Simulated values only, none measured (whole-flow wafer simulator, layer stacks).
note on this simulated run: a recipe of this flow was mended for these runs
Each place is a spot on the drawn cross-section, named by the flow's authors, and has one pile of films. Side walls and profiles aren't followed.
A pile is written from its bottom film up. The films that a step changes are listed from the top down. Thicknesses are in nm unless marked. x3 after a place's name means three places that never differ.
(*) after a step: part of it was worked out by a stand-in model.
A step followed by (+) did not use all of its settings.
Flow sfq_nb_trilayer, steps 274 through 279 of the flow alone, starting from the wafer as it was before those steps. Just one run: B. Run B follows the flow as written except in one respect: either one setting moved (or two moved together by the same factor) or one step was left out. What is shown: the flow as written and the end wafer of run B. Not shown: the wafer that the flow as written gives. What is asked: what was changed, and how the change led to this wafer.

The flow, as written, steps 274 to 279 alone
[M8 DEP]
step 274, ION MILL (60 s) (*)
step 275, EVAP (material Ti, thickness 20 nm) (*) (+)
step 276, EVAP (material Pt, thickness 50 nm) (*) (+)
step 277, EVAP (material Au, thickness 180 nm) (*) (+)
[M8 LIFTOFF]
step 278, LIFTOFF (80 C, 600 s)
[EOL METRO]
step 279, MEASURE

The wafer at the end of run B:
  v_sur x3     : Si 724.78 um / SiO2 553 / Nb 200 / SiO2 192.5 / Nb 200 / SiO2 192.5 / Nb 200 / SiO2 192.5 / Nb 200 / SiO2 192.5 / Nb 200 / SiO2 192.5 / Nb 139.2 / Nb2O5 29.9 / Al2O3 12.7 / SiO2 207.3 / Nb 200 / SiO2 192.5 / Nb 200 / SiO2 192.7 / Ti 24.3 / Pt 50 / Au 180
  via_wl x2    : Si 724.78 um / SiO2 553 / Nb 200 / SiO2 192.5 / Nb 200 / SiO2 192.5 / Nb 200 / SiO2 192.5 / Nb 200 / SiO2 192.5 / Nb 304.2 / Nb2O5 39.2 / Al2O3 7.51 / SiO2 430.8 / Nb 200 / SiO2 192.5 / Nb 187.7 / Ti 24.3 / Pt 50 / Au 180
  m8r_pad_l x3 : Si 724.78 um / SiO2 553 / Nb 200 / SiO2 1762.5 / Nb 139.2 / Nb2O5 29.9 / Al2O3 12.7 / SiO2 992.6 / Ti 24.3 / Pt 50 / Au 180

The reason: step 275, EVAP: thickness 24.3 nm was run, while the flow as written has thickness 20 nm.
The wafer lets one read it off: v_sur x3 has Ti 24.3, and step 275 as written asks for 20 nm.

How this came from the change, step by step:
  step 275, EVAP (material Ti, thickness 20 nm) (*) (+)
      field_l, v_sur x3, via_wl x2 and 100 more: +24.3 Ti (new film) (in the flow as written it would be: +20 Ti (new film))
  step 278, LIFTOFF (80 C, 600 s)
      p4_fl x5, p4_w1 x9, p3_s0 x11 and 49 more: -180 Au (all of it), -50 Pt (all of it), -24.3 Ti (all of it), -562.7 KrF-resist-other-grade (all of it), -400 lift-off-underlayer (all of it) (in the flow as written it would be: -180 Au (all of it), -50 Pt (all of it), -20 Ti (all of it), -562.7 KrF-resist-other-grade (all of it), -400 lift-off-underlayer (all of it))
      r_sur, res, r_end: -180 Au (all of it), -50 Pt (all of it), -24.3 Ti (all of it), -559.9 KrF-resist-other-grade (all of it), -399.5 lift-off-underlayer (all of it) (in the flow as written it would be: -180 Au (all of it), -50 Pt (all of it), -20 Ti (all of it), -559.9 KrF-resist-other-grade (all of it), -399.5 lift-off-underlayer (all of it))
      (also at 18 further places)
